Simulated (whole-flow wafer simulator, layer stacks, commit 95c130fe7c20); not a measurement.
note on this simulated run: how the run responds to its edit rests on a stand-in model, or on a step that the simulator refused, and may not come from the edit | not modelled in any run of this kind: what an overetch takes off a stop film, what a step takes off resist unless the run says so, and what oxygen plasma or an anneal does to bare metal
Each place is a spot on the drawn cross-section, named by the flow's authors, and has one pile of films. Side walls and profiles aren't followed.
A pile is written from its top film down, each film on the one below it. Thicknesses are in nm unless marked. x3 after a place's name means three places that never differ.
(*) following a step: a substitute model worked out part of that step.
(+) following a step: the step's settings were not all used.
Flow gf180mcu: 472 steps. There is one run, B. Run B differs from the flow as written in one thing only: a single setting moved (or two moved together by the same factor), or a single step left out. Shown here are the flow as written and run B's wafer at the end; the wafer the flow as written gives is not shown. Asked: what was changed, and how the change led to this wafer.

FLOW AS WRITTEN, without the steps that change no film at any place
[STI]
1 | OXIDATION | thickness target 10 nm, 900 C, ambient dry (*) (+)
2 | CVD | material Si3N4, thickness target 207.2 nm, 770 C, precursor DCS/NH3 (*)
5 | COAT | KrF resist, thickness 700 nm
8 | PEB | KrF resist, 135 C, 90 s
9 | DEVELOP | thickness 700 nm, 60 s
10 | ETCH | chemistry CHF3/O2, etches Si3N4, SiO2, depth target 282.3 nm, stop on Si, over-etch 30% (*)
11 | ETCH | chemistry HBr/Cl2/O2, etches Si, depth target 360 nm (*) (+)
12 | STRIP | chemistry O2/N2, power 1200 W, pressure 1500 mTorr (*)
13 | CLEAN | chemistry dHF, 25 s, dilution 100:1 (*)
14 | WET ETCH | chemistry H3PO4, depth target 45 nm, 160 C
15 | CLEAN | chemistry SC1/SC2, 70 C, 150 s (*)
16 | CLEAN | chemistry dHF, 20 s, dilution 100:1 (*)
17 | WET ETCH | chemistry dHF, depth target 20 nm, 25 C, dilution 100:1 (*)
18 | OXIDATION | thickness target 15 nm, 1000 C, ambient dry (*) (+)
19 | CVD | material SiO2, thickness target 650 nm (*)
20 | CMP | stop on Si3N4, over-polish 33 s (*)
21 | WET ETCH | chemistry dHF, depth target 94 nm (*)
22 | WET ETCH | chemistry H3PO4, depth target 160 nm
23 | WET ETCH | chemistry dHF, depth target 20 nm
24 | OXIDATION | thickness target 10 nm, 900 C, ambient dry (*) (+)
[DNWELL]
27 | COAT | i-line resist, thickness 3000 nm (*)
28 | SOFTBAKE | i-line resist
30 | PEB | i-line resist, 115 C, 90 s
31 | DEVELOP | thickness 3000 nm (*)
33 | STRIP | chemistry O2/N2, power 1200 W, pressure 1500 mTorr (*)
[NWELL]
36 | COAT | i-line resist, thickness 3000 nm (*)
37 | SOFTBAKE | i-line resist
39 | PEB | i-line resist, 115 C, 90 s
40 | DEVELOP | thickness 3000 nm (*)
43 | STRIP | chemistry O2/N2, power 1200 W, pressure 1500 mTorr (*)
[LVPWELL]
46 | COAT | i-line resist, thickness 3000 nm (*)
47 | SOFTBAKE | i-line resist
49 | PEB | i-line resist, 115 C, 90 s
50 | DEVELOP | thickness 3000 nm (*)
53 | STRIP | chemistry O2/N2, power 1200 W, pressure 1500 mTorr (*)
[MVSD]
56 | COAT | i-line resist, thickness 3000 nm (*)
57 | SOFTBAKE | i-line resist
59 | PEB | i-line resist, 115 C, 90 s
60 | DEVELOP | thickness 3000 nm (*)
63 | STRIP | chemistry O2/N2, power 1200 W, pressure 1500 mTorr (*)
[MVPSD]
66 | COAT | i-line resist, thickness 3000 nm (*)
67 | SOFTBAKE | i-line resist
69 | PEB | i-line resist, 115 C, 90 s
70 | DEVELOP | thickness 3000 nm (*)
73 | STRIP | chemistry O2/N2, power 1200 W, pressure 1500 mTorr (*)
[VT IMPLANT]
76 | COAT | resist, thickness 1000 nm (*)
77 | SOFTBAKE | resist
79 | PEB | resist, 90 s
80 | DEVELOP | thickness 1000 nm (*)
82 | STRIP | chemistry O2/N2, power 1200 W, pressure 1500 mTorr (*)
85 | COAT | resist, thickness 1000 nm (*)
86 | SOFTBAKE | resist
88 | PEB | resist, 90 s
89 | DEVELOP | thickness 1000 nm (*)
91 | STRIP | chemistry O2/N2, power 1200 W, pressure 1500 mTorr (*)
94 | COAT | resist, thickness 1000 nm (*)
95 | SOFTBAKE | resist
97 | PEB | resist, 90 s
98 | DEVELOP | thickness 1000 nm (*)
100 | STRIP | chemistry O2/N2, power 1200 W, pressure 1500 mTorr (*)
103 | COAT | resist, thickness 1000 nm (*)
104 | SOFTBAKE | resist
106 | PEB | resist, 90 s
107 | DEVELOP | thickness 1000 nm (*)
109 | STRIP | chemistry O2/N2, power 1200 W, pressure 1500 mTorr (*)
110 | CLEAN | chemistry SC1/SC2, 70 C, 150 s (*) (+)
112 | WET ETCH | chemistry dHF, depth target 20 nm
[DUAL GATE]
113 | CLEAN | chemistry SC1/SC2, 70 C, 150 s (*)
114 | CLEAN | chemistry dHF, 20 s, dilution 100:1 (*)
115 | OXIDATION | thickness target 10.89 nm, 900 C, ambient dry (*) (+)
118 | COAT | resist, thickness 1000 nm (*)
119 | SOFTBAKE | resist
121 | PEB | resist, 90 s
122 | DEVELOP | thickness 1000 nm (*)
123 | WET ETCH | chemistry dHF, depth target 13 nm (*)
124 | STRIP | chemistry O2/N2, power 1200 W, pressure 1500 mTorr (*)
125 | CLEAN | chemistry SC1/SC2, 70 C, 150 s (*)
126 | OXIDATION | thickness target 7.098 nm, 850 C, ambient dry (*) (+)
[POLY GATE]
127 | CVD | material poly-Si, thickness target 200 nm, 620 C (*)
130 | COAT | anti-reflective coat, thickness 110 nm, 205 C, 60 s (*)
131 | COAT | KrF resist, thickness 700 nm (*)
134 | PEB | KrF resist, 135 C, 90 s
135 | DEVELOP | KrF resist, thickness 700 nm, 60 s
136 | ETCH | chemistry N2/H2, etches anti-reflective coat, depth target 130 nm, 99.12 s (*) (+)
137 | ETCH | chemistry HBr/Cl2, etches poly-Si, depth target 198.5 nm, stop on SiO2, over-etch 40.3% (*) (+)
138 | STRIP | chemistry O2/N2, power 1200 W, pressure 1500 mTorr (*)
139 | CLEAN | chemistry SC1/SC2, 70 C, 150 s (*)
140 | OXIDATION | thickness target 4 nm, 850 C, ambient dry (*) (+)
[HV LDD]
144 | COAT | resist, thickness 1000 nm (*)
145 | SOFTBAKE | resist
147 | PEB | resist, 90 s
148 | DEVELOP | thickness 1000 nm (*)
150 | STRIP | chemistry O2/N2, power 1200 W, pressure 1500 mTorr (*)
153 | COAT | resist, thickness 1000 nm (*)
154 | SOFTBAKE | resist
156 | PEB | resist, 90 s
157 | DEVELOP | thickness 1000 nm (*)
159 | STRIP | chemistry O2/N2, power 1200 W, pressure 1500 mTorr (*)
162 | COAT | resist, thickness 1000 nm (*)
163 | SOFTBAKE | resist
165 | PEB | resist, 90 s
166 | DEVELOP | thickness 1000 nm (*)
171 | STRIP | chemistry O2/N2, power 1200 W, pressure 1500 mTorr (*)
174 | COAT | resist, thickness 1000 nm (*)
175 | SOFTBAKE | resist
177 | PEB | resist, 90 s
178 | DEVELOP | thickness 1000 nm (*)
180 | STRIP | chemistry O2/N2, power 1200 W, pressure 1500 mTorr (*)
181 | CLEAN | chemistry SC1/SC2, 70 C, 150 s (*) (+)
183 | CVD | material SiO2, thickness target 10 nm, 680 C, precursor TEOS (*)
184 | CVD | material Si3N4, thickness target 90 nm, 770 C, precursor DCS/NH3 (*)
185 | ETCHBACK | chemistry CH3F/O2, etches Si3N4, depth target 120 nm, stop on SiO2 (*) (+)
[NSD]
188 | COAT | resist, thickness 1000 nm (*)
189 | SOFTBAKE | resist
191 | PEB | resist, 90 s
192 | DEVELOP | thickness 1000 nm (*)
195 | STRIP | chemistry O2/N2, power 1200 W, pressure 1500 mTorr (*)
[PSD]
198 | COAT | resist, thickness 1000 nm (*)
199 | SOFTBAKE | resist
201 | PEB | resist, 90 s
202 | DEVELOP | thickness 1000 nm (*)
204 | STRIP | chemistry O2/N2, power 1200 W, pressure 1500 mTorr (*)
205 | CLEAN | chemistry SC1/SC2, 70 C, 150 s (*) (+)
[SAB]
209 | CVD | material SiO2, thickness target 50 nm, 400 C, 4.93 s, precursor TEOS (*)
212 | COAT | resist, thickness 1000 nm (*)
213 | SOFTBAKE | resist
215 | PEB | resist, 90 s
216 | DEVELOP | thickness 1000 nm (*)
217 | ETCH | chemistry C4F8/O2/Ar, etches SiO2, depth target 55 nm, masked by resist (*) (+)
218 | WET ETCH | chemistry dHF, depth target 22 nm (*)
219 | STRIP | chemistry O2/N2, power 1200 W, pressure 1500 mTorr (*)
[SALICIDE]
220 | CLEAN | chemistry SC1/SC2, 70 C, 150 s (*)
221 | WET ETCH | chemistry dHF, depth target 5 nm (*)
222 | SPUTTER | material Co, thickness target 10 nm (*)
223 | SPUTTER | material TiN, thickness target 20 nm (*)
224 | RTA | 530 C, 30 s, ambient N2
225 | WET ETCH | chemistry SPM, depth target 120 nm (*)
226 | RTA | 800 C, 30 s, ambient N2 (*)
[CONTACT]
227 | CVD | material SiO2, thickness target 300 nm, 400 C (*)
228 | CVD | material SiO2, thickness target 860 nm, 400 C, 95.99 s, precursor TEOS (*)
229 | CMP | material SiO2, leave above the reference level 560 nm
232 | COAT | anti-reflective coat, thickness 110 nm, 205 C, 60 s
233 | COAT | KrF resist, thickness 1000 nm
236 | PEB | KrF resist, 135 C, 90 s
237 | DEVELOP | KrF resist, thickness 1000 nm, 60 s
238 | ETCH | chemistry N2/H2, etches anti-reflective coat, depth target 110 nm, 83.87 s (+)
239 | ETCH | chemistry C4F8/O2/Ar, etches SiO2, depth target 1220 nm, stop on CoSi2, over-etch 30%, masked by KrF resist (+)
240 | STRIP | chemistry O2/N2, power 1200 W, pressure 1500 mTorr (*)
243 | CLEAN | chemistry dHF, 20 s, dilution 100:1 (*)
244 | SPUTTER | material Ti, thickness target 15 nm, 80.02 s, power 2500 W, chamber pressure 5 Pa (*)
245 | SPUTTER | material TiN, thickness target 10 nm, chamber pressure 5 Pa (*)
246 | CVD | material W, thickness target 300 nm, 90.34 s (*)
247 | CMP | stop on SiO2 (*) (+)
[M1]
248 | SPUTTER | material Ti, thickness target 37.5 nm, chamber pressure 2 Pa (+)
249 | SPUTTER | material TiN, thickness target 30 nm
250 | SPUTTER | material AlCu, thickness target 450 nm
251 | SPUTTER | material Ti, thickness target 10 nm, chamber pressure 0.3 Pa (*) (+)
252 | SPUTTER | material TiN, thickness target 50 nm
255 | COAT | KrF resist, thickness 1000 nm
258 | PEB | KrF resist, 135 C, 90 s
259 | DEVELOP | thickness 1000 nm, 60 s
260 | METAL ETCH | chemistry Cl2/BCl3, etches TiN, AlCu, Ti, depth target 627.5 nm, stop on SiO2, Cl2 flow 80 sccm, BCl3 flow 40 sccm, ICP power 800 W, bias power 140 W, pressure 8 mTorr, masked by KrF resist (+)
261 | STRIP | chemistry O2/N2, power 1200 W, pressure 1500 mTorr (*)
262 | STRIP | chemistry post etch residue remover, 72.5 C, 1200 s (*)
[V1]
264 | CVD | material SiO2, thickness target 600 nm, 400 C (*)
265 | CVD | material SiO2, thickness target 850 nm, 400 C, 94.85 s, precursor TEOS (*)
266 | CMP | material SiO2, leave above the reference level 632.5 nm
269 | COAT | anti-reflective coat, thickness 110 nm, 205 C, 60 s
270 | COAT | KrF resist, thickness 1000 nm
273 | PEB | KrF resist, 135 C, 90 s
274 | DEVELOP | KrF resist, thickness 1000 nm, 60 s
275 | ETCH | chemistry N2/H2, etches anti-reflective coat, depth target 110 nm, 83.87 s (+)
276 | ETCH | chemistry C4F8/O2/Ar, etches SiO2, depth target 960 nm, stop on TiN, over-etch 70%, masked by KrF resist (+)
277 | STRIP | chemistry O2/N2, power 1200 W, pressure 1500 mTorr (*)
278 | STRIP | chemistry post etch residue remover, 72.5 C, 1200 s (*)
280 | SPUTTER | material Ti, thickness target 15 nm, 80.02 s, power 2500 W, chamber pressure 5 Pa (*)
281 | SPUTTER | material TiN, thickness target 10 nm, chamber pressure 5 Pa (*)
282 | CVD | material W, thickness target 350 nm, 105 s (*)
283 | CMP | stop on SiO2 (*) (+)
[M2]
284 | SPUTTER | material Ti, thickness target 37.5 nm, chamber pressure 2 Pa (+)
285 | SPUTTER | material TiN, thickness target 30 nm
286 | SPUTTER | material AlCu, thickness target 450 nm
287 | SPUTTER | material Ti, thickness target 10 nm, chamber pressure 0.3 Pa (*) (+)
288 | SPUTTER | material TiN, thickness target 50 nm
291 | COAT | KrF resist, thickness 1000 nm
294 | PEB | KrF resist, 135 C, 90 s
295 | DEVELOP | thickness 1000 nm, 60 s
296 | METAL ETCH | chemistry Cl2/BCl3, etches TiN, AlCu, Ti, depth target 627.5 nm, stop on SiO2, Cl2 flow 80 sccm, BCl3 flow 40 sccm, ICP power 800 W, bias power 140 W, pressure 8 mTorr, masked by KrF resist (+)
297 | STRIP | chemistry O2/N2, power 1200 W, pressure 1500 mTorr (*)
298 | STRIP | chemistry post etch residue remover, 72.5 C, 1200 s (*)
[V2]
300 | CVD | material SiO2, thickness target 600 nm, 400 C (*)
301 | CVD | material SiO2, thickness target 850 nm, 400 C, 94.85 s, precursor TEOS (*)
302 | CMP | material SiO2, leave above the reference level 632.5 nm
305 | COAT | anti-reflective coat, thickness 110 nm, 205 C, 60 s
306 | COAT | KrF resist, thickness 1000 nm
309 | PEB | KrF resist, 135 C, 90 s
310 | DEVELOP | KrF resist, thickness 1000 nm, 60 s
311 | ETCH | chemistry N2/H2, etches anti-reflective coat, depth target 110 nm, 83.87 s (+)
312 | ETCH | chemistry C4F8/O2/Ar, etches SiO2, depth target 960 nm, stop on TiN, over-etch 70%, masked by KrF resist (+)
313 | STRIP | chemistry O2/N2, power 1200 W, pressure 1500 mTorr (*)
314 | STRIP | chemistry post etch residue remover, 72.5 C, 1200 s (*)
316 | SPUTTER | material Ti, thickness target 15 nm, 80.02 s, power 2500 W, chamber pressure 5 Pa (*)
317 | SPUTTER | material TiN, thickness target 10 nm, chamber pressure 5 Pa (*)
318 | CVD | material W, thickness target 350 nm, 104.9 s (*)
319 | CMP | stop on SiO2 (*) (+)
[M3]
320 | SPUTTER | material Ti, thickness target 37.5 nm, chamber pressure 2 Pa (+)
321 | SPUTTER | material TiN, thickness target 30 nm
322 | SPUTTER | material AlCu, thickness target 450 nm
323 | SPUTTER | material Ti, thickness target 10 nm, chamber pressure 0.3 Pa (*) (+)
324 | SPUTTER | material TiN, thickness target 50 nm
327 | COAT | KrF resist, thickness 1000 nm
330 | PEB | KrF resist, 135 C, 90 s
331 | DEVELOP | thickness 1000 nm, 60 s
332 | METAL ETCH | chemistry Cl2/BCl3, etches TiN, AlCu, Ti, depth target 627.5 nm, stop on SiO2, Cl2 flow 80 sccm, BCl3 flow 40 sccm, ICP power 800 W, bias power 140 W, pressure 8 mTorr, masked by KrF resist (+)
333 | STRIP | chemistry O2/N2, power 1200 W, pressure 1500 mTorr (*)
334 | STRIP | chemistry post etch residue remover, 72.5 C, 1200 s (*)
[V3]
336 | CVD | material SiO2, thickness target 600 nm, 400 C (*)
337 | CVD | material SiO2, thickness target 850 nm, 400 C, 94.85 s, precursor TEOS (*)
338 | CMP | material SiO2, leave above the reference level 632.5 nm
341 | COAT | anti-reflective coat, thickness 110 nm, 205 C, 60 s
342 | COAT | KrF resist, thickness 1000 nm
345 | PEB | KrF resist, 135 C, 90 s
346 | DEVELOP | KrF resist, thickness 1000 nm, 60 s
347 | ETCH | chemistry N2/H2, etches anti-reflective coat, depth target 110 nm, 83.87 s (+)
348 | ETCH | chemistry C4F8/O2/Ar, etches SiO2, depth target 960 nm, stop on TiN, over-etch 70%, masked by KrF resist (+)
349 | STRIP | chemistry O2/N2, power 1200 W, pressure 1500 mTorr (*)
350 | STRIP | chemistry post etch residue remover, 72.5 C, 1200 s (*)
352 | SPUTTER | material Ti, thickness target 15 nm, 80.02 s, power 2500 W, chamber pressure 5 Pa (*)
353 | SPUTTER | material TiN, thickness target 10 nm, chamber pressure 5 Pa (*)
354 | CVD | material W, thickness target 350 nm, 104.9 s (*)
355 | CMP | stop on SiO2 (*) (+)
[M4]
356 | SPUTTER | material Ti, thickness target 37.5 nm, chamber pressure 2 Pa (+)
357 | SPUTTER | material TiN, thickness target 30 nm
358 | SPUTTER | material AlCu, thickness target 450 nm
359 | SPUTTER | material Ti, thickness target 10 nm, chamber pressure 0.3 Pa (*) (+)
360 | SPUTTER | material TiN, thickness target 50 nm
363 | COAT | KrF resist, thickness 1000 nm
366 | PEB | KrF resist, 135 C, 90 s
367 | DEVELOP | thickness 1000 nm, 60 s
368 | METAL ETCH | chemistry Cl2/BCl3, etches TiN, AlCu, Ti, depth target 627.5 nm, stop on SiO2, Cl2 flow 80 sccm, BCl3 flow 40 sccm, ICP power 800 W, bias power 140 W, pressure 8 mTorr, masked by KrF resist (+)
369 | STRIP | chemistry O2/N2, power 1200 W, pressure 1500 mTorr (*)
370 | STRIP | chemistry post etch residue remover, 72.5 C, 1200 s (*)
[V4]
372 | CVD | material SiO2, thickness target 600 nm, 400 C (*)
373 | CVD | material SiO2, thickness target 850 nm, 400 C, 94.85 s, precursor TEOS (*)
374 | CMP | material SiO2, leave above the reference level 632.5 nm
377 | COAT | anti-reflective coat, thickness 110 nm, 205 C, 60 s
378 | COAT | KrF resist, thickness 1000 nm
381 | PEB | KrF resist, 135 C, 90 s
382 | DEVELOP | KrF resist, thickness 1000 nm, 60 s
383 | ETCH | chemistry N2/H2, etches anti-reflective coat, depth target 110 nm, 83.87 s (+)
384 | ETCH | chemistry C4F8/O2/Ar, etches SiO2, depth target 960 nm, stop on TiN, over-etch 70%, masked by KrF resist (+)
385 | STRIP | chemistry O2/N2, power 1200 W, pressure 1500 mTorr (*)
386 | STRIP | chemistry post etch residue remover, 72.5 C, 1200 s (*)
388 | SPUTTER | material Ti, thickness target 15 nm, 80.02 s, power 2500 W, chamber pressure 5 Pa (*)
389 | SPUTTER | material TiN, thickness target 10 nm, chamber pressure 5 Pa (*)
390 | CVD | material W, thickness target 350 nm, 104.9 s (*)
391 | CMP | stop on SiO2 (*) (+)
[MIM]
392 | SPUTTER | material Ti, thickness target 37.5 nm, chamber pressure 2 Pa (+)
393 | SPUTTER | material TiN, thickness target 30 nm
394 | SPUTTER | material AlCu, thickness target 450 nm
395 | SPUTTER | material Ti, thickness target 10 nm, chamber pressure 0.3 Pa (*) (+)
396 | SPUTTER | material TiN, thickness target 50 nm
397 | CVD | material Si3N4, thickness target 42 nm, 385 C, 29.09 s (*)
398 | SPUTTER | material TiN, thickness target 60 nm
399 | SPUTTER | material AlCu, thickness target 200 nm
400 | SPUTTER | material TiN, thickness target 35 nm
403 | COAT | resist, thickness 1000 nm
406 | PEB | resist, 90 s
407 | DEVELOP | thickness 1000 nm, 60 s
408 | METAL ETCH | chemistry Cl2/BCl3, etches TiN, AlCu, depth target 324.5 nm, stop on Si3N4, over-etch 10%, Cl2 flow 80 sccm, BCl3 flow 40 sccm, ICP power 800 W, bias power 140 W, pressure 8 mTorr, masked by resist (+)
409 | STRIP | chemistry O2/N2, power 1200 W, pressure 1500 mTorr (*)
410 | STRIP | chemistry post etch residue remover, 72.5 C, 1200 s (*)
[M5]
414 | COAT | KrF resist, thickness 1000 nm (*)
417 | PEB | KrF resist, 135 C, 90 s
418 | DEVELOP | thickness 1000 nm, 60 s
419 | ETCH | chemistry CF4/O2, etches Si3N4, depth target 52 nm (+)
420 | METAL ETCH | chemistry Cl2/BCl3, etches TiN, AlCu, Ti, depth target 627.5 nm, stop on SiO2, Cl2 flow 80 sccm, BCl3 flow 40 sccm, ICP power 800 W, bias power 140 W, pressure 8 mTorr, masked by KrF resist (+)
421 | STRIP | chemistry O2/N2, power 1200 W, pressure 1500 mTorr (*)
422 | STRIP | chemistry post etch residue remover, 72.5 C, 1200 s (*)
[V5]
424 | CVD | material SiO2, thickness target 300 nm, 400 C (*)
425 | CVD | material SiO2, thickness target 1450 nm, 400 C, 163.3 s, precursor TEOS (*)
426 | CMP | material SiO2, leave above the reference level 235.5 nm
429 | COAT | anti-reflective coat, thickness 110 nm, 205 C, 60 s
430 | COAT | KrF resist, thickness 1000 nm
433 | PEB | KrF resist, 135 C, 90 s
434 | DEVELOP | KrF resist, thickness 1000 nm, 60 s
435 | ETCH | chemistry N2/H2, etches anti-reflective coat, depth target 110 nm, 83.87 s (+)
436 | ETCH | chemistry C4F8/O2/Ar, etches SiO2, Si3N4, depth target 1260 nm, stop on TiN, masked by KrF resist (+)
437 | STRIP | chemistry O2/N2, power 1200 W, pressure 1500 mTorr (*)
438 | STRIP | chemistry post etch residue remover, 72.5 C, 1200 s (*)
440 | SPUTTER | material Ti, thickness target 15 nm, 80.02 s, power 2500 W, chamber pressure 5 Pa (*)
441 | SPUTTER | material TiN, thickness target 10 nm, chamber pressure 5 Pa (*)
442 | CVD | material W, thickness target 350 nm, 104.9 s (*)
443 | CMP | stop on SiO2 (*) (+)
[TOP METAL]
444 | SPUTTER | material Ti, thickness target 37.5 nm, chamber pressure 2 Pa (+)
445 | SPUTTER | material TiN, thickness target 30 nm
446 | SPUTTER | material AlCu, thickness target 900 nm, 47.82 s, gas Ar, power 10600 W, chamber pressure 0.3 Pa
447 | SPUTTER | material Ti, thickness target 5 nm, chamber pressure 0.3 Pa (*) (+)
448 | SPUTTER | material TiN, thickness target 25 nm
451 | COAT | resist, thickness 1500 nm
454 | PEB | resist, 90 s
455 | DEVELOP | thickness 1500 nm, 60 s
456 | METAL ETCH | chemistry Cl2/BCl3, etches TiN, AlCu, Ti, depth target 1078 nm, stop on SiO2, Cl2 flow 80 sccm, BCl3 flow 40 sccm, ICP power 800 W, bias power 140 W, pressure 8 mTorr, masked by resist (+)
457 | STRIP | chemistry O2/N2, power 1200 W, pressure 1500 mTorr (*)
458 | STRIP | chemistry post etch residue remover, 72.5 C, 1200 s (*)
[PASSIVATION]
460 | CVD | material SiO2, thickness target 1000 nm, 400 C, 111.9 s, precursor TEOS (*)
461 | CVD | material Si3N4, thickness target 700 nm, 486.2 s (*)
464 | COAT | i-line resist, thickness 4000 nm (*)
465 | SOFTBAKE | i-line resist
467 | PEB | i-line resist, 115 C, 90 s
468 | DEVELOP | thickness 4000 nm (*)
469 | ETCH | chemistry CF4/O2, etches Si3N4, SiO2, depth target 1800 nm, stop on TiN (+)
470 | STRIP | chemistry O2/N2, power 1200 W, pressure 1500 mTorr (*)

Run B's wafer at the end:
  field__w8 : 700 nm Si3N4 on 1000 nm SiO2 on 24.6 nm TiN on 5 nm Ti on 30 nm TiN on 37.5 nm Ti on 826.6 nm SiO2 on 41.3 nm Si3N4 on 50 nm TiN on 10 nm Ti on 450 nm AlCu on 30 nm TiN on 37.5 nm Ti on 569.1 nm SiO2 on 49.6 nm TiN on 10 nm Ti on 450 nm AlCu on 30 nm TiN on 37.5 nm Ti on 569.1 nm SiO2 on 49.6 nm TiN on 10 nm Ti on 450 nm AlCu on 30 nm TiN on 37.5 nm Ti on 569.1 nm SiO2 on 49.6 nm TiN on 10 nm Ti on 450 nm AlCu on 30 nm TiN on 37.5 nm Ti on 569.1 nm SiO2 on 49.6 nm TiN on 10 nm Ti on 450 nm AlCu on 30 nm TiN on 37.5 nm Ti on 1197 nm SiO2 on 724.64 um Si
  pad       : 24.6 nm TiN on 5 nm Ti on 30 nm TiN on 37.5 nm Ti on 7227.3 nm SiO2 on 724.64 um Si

Cause: step 446, SPUTTER: material AlCu, thickness target 900 nm, 47.82 s, gas Ar, power 10600 W, chamber pressure 0.3 Pa, was skipped.

Step by step, how the change led to this:
  456 | METAL ETCH | chemistry Cl2/BCl3, etches TiN, AlCu, Ti, depth target 1078 nm, stop on SiO2, Cl2 flow 80 sccm, BCl3 flow 40 sccm, ICP power 800 W, bias power 140 W, pressure 8 mTorr, masked by resist (+)
      field, field__w1, field__w2 and 103 more: -25 TiN (all of it), -5 Ti (all of it), -30 TiN (all of it), -37.5 Ti (all of it) (in the flow as written it would be: -25 TiN (all of it), -5 Ti (all of it), -900 AlCu (all of it), -30 TiN (all of it), -37.5 Ti (all of it))
      field__w8, contact, m1, m1__w1, pad, m1_nw: -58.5 resist (in the flow as written it would be: -431 resist)
  457 | STRIP | chemistry O2/N2, power 1200 W, pressure 1500 mTorr (*)
      field__w8, contact, m1, m1__w1, pad, m1_nw: -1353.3 resist (all of it) (in the flow as written it would be: -980.8 resist (all of it))
  464 | COAT | i-line resist, thickness 4000 nm (*)
      field: +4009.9 i-line resist (new film) (in the flow as written it would be: +4171.5 i-line resist (new film))
      field__w8: +3909.5 i-line resist (new film) (in the flow as written it would be: +3093.1 i-line resist (new film))
      (also at 14 further places)
  465 | SOFTBAKE | i-line resist
      field__w10: -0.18 i-line resist (in the flow as written it would be: +7.25 i-line resist)
      active: -0.35 i-line resist (in the flow as written it would be: +3.97 i-line resist)
      (also at 66 further places)
  467 | PEB | i-line resist, 115 C, 90 s
      field__w8, m1__w1: -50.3 i-line resist (in the flow as written it would be: -34.7 i-line resist)
      contact, m1: -50.3 i-line resist (in the flow as written it would be: -35.1 i-line resist)
      (also at 2 further places)
  468 | DEVELOP | thickness 4000 nm (*)
      pad: -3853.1 i-line resist (all of it) (in the flow as written it would be: -2974.8 i-line resist (all of it))
  470 | STRIP | chemistry O2/N2, power 1200 W, pressure 1500 mTorr (*)
      field__w8, m1__w1: -2654.5 i-line resist (all of it) (in the flow as written it would be: -1787.7 i-line resist (all of it))
      contact: -2655 i-line resist (all of it) (in the flow as written it would be: -1811.2 i-line resist (all of it))
      (also at 2 further places)
